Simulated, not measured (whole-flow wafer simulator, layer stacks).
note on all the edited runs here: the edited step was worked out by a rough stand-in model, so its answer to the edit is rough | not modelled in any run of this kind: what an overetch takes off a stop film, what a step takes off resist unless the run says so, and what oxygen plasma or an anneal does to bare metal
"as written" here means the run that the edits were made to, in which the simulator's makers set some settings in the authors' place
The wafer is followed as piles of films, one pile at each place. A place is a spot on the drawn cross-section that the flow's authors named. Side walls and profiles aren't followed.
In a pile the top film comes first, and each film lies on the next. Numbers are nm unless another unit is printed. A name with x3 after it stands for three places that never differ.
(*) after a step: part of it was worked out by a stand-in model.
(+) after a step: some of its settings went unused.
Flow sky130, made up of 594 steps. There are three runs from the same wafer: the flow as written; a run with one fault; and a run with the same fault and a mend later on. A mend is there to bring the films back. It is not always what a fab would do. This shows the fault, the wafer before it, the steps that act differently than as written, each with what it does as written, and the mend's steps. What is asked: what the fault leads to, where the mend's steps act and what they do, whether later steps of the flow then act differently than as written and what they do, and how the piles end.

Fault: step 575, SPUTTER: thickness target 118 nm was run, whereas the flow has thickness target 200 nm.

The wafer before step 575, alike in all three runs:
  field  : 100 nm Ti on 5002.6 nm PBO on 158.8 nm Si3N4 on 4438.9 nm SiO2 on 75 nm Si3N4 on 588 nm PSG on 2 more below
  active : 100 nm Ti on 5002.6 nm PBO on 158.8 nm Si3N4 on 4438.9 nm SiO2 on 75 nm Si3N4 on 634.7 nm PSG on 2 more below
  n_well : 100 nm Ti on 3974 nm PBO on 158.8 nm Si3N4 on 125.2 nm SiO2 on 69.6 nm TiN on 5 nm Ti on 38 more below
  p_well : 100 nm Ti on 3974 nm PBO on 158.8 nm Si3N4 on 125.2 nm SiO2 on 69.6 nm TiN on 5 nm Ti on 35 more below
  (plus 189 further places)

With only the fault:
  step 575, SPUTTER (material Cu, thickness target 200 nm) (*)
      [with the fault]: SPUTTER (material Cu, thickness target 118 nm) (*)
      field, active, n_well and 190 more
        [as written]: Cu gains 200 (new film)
        [with the fault]: Cu gains 118 (new film)
  Later steps of the flow acting differently than as written (6 more steps, not shown, differ only slightly: by at most 2% or 0.5 nm, whichever is larger):
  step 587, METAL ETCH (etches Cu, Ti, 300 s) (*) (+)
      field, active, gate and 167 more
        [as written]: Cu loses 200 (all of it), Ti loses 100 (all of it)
        [with the fault]: Cu loses 118 (all of it), Ti loses 100 (all of it)
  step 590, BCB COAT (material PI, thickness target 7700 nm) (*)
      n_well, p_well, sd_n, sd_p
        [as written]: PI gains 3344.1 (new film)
        [with the fault]: PI gains 3426.1 (new film)
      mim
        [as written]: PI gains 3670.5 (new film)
        [with the fault]: PI gains 3748.8 (new film)
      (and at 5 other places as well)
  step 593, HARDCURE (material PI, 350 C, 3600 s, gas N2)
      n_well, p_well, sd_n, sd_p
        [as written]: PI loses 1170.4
        [with the fault]: PI loses 1199.1
  At n_well, p_well, sd_n and 20 more, the piles at the end differ from the flow's by more than 2% or 0.5 nm, whichever is larger.
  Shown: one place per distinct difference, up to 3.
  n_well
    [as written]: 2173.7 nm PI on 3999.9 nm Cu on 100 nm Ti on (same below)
    [with the fault]: 2227 nm PI on 3917.9 nm Cu on 100 nm Ti on (same below)
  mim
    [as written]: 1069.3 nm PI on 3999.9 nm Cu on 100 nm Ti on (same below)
    [with the fault]: 1146 nm PI on 3917.9 nm Cu on 100 nm Ti on (same below)
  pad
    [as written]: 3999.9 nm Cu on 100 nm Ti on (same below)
    [with the fault]: 3917.9 nm Cu on 100 nm Ti on (same below)

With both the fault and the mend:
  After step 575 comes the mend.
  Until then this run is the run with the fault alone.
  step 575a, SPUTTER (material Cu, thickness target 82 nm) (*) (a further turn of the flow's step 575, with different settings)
      field, active, n_well and 190 more
        Cu gains 82
  Later steps of the flow that are run all act as written at every place that is followed.
  The piles end the same as the flow's at every place that both follow.
